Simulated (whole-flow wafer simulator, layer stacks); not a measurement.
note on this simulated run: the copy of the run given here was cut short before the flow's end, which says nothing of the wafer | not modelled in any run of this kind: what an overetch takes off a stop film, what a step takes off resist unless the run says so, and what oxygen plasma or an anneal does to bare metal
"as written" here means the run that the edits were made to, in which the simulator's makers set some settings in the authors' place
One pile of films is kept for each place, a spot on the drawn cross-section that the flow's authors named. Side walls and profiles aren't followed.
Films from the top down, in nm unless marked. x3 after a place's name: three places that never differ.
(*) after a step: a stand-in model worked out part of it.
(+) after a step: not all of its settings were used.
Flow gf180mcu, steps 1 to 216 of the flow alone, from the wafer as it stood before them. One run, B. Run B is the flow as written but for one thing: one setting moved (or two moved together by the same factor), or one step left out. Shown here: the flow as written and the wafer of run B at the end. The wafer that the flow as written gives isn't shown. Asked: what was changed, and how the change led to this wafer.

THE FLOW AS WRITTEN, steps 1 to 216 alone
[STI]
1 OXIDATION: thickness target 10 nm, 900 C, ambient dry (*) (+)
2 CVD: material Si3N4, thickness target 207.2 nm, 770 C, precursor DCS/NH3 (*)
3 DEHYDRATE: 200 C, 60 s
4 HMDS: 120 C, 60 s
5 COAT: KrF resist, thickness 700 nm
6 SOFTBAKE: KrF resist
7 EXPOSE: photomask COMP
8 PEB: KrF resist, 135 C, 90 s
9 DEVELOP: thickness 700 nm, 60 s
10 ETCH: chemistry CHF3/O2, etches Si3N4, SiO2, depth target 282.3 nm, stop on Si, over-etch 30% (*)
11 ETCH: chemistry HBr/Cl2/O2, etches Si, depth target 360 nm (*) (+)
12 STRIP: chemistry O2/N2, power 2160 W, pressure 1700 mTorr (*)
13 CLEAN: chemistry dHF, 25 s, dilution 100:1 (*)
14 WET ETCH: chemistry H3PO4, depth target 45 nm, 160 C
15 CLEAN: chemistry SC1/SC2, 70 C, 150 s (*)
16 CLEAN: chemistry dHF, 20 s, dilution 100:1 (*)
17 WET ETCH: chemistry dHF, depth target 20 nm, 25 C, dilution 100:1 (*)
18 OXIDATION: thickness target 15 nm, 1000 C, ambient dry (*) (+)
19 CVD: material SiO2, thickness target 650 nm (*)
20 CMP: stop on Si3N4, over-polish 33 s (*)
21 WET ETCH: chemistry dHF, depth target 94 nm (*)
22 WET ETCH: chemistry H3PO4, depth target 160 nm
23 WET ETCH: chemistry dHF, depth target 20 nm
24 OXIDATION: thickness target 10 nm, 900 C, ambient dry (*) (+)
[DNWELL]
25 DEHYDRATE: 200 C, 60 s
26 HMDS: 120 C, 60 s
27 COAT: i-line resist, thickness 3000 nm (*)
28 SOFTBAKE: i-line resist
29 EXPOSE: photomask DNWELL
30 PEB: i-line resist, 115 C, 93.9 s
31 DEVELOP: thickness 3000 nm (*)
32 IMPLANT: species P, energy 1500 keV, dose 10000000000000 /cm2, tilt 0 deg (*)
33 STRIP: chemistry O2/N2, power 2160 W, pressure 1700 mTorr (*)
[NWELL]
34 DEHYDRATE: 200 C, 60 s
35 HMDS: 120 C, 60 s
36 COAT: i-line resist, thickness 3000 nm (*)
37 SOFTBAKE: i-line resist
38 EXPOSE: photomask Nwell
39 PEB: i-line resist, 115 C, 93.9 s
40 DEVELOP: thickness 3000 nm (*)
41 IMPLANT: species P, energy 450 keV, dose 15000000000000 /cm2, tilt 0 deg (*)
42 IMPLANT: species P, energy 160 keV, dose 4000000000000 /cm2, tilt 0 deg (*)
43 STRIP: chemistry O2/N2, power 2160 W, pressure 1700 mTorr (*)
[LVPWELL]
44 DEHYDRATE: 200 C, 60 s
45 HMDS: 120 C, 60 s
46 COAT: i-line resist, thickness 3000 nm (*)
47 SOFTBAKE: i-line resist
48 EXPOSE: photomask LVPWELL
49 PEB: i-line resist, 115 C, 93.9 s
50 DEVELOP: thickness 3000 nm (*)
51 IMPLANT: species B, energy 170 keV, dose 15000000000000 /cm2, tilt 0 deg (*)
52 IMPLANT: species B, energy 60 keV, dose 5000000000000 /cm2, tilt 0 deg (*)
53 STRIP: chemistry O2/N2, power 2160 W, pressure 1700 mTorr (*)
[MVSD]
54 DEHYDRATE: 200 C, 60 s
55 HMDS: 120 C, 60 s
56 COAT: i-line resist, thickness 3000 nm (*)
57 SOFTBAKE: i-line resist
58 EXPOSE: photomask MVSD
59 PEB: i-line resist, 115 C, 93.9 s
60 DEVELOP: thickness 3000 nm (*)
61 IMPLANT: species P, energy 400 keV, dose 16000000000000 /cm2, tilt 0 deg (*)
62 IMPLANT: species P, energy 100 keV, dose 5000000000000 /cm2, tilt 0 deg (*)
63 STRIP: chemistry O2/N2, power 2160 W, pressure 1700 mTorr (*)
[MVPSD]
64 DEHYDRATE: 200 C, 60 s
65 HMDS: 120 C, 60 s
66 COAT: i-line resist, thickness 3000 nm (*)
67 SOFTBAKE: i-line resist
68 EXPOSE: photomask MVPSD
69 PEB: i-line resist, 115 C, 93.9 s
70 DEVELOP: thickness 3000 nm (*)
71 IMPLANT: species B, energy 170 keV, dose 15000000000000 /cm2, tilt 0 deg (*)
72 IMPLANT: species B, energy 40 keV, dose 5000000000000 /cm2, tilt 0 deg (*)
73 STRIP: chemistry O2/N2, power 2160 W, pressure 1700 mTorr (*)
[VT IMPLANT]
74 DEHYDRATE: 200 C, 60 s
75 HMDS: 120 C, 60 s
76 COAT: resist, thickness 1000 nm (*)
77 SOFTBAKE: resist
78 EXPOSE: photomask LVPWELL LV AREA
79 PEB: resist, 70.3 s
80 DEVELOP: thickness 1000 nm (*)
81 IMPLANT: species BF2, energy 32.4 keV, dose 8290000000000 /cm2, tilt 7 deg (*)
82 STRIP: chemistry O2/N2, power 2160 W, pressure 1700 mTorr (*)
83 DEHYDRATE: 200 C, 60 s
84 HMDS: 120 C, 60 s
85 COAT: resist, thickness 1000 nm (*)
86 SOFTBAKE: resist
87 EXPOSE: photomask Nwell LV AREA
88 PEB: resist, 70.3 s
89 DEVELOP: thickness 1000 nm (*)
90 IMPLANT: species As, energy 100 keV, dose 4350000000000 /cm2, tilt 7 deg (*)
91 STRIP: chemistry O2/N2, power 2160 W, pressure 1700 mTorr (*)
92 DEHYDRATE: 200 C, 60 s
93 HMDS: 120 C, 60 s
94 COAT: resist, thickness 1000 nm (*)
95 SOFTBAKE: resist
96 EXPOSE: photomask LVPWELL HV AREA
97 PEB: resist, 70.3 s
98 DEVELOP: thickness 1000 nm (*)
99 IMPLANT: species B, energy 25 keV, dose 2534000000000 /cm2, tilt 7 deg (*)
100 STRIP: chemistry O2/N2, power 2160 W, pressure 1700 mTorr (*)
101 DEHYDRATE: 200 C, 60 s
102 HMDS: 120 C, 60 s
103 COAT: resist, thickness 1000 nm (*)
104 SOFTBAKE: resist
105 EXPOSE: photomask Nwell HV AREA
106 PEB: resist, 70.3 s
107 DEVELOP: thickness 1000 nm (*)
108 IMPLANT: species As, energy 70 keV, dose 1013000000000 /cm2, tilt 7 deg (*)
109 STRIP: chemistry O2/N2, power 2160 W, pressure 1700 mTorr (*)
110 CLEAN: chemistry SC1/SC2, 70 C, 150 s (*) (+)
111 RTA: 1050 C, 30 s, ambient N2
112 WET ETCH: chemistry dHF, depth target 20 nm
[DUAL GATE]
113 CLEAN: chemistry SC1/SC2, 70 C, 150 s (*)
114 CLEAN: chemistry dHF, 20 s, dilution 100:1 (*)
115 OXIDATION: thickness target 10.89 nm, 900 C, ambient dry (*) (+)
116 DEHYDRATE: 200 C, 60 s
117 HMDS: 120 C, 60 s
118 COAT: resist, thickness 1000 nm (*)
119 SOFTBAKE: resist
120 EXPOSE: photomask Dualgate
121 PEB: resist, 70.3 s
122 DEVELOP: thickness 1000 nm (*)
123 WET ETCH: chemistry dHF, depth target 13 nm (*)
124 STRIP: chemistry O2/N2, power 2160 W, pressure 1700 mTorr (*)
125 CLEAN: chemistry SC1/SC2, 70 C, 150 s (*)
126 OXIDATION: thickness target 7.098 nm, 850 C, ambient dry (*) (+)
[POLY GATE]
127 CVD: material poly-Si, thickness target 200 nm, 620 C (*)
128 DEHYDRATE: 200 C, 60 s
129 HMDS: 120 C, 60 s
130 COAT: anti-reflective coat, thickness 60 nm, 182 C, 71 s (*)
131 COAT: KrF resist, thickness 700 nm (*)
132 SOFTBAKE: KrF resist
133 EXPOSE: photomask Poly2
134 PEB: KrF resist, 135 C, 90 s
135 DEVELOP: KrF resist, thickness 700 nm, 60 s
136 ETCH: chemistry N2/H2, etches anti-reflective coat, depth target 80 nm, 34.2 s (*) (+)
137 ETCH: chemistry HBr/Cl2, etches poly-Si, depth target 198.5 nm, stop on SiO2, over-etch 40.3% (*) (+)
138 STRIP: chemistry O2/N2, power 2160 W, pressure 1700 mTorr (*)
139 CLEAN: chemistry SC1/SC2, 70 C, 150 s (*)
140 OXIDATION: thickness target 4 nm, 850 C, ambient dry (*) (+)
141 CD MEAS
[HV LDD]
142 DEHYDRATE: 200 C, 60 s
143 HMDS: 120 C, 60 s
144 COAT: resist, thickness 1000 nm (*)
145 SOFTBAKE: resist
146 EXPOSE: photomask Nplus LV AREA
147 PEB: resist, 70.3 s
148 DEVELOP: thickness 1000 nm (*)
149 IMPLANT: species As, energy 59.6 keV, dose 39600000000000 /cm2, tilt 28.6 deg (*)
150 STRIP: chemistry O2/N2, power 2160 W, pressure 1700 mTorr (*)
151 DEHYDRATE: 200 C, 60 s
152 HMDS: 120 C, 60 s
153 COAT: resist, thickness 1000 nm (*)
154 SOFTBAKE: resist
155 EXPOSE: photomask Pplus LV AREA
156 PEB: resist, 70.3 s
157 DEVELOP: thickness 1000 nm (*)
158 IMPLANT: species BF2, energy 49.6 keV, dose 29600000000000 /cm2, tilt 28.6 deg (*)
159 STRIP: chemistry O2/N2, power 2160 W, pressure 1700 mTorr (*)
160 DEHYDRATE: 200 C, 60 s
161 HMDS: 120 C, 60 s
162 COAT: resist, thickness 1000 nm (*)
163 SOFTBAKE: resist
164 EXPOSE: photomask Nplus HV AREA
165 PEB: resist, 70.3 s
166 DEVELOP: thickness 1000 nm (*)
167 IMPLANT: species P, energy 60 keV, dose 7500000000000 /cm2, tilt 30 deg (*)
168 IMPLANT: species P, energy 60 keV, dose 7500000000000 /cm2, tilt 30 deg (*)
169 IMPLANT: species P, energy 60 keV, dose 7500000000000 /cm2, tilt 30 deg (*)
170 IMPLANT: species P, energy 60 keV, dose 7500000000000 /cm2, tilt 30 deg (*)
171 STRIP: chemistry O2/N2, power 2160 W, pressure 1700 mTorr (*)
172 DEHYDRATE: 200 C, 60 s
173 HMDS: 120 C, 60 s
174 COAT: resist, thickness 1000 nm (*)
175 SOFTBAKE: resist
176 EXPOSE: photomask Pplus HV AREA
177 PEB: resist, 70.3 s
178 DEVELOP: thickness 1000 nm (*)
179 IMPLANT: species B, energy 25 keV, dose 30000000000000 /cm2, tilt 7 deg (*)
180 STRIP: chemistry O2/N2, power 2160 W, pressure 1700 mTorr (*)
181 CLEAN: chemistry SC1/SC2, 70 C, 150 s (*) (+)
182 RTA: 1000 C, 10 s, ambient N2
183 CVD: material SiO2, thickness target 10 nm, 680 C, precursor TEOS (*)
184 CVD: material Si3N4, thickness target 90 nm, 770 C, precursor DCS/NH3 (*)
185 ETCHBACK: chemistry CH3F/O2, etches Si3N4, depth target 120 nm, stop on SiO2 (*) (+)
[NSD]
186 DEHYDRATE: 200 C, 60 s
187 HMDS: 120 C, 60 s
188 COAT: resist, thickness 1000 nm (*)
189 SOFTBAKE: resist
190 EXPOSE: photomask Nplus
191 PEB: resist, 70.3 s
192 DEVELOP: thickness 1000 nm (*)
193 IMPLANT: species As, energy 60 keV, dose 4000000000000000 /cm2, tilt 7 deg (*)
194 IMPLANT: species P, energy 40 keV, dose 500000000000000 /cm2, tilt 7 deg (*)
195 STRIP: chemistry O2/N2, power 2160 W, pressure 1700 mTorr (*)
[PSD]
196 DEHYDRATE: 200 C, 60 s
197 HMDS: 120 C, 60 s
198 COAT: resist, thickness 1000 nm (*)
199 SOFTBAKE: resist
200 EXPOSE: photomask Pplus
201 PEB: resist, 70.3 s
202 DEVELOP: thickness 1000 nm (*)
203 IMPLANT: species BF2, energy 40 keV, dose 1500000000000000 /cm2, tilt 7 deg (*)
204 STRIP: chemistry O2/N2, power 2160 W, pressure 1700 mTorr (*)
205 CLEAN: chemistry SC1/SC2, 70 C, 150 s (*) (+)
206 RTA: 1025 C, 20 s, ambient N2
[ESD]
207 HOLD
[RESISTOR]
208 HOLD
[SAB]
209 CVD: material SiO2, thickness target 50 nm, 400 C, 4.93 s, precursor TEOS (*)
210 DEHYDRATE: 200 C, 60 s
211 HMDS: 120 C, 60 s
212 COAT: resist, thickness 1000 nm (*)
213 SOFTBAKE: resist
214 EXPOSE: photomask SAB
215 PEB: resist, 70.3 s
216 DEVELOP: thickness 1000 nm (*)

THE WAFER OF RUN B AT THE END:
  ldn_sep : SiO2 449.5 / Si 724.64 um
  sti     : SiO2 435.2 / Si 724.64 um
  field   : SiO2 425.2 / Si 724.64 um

The cause: step 23, WET ETCH: depth target 11 nm was run, where the flow has depth target 20 nm.

How the change led to this, step by step:
  23 WET ETCH: chemistry dHF, depth target 20 nm
      field, field_sub, sti and 34 more: SiO2 -14.3 (as written it would be: SiO2 -26)
  28 SOFTBAKE: i-line resist
      ldn_fp, ldn_drn: i-line resist +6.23 (as written it would be: i-line resist +4.83)
      field: i-line resist +3.3 (as written it would be: i-line resist +2.45)
      (and at 35 more places)
  37 SOFTBAKE: i-line resist
      ldn_fp, ldn_drn: i-line resist +6.23 (as written it would be: i-line resist +4.83)
      field: i-line resist +3.3 (as written it would be: i-line resist +2.45)
      (and at 35 more places)
  47 SOFTBAKE: i-line resist
      ldn_fp, ldn_drn: i-line resist +6.23 (as written it would be: i-line resist +4.83)
      field: i-line resist +3.3 (as written it would be: i-line resist +2.45)
      (and at 35 more places)
  57 SOFTBAKE: i-line resist
      ldn_fp, ldn_drn: i-line resist +6.23 (as written it would be: i-line resist +4.83)
      field: i-line resist +3.3 (as written it would be: i-line resist +2.45)
      (and at 35 more places)
  67 SOFTBAKE: i-line resist
      ldn_fp, ldn_drn: i-line resist +6.23 (as written it would be: i-line resist +4.83)
      field: i-line resist +3.3 (as written it would be: i-line resist +2.45)
      (and at 35 more places)
  77 SOFTBAKE: resist
      gate_p_hv: resist +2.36 (as written it would be: resist +1.75)
      iso_ptap_sub: resist +2.44 (as written it would be: resist +1.9)
  86 SOFTBAKE: resist
      gate_p_hv: resist +2.36 (as written it would be: resist +1.75)
      iso_ptap_sub: resist +2.44 (as written it would be: resist +1.9)
  95 SOFTBAKE: resist
      gate_p_hv: resist +2.36 (as written it would be: resist +1.75)
      iso_ptap_sub: resist +2.44 (as written it would be: resist +1.9)
  104 SOFTBAKE: resist
      gate_p_hv: resist +2.36 (as written it would be: resist +1.75)
      iso_ptap_sub: resist +2.44 (as written it would be: resist +1.9)
  119 SOFTBAKE: resist
      field_sub: resist -1.26 (as written it would be: resist -0.73)
      gate_p_hv: resist +1.43 (as written it would be: resist +0.83)
      (and at 1 more place)
  130 COAT: anti-reflective coat, thickness 60 nm, 182 C, 71 s (*)
      p_well, spacer, sd_n: anti-reflective coat +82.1 (new film) (as written it would be: anti-reflective coat +70.9 (new film))
      ldn_fp, ldp_fp: anti-reflective coat +43 (new film) (as written it would be: anti-reflective coat +48.5 (new film))
      (and at 69 more places)
  136 ETCH: chemistry N2/H2, etches anti-reflective coat, depth target 80 nm, 34.2 s (*) (+)
      p_well, spacer, sd_n: anti-reflective coat -82.1 (all of it), poly-Si -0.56 (as written it would be: anti-reflective coat -70.9 (all of it), poly-Si -0.85)
      field: anti-reflective coat -57.7 (all of it), poly-Si -1.19 (as written it would be: anti-reflective coat -61.5 (all of it), poly-Si -1.09)
      (and at 49 more places)
  138 STRIP: chemistry O2/N2, power 2160 W, pressure 1700 mTorr (*)
      gate: chemical SiO2 +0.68 (new film), KrF resist -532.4 (all of it), anti-reflective coat -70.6 (all of it), poly-Si -0.3 (as written it would be: chemical SiO2 +0.68 (new film), KrF resist -531.7 (all of it), anti-reflective coat -65.5 (all of it), poly-Si -0.3)
      gate_hv: chemical SiO2 +0.68 (new film), KrF resist -530.9 (all of it), anti-reflective coat -62.9 (all of it), poly-Si -0.3 (as written it would be: chemical SiO2 +0.68 (new film), KrF resist -528.4 (all of it), anti-reflective coat -61 (all of it), poly-Si -0.3)
      (and at 19 more places)
  145 SOFTBAKE: resist
      field_sub: resist +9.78 (as written it would be: resist +10.3)
      gate_p_hv: resist -7.31 (as written it would be: resist -7.98)
      (and at 4 more places)
  154 SOFTBAKE: resist
      field_sub: resist +9.78 (as written it would be: resist +10.3)
      gate_p_hv: resist -7.31 (as written it would be: resist -7.98)
      (and at 4 more places)
  ... 5 more steps ...
  213 SOFTBAKE: resist
      gate_p_hv: resist -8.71 (as written it would be: resist -9.34)
      iso_ptap_sub: resist +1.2 (as written it would be: resist +0.66)
      (and at 4 more places)
